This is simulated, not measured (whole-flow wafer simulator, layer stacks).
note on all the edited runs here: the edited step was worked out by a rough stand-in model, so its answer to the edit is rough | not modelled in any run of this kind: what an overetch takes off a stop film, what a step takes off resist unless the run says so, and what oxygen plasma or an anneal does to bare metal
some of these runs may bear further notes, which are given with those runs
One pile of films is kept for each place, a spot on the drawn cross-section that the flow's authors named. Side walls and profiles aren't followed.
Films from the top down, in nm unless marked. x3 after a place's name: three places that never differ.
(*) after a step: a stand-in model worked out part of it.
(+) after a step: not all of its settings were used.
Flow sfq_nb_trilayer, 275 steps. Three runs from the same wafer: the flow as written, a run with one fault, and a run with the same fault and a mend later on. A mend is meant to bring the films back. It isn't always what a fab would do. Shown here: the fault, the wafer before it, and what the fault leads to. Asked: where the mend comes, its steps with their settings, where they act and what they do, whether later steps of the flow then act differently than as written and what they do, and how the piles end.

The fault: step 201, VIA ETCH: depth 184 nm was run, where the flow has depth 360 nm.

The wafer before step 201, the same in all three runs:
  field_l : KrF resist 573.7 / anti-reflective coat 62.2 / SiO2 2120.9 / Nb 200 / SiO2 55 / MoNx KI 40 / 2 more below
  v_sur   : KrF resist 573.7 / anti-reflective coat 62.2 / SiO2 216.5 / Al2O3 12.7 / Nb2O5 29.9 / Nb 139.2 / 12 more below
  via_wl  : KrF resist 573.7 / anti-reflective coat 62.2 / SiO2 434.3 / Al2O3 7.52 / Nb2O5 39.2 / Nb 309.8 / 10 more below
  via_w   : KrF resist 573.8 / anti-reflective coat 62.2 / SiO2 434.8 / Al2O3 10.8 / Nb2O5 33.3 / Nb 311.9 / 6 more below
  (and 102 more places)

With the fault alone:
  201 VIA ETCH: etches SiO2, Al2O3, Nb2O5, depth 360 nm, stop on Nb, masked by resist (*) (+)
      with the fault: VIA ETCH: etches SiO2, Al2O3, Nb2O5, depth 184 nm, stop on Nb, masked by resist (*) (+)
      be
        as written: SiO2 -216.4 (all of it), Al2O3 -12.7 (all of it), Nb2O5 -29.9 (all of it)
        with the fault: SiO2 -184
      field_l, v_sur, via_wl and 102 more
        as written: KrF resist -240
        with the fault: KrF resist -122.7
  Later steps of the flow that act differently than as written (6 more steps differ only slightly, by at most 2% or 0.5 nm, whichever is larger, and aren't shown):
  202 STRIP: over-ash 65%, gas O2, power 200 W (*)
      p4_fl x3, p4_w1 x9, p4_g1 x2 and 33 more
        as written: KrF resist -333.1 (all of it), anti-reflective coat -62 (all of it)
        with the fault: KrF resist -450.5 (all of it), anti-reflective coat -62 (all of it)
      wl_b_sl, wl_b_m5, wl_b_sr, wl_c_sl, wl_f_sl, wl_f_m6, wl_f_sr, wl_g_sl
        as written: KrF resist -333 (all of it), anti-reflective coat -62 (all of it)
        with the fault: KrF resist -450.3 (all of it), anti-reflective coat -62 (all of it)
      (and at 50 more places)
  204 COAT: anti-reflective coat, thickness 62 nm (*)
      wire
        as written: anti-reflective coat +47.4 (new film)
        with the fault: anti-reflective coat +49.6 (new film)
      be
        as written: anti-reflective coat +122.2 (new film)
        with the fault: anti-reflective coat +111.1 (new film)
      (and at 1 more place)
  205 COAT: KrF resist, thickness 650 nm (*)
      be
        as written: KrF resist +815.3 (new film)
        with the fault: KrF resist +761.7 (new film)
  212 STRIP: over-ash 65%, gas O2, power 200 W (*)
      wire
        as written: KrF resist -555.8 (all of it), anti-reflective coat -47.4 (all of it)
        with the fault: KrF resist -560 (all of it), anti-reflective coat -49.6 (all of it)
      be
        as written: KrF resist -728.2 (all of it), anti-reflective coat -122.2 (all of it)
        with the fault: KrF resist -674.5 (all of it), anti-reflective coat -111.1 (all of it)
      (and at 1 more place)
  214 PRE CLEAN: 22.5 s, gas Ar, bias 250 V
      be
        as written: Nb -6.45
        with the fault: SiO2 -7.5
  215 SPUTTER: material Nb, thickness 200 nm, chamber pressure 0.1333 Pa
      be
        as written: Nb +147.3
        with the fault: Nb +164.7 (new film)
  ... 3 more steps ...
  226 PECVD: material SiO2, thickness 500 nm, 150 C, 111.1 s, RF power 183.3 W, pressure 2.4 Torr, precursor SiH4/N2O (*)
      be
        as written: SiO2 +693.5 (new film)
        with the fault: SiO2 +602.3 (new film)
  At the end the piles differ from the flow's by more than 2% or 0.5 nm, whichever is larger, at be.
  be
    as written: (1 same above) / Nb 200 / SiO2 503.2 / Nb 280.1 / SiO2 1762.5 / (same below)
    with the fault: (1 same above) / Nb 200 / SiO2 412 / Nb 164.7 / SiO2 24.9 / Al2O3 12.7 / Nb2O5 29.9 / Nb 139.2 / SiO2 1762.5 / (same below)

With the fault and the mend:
  The mend comes after step 201.
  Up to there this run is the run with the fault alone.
  201a VIA ETCH: etches SiO2, Al2O3, Nb2O5, depth 176 nm, stop on Nb, masked by resist (*) (+) (the flow's step 201 once more, with other settings)
      field_l, v_sur, via_wl and 102 more
        KrF resist -117.3
      be
        SiO2 -32.4 (all of it), Al2O3 -12.7 (all of it), Nb2O5 -29.9 (all of it)
  No later step of the flow acts differently than as written at any place that is followed.
  At the end the piles are the same as the flow's at every place that both follow.
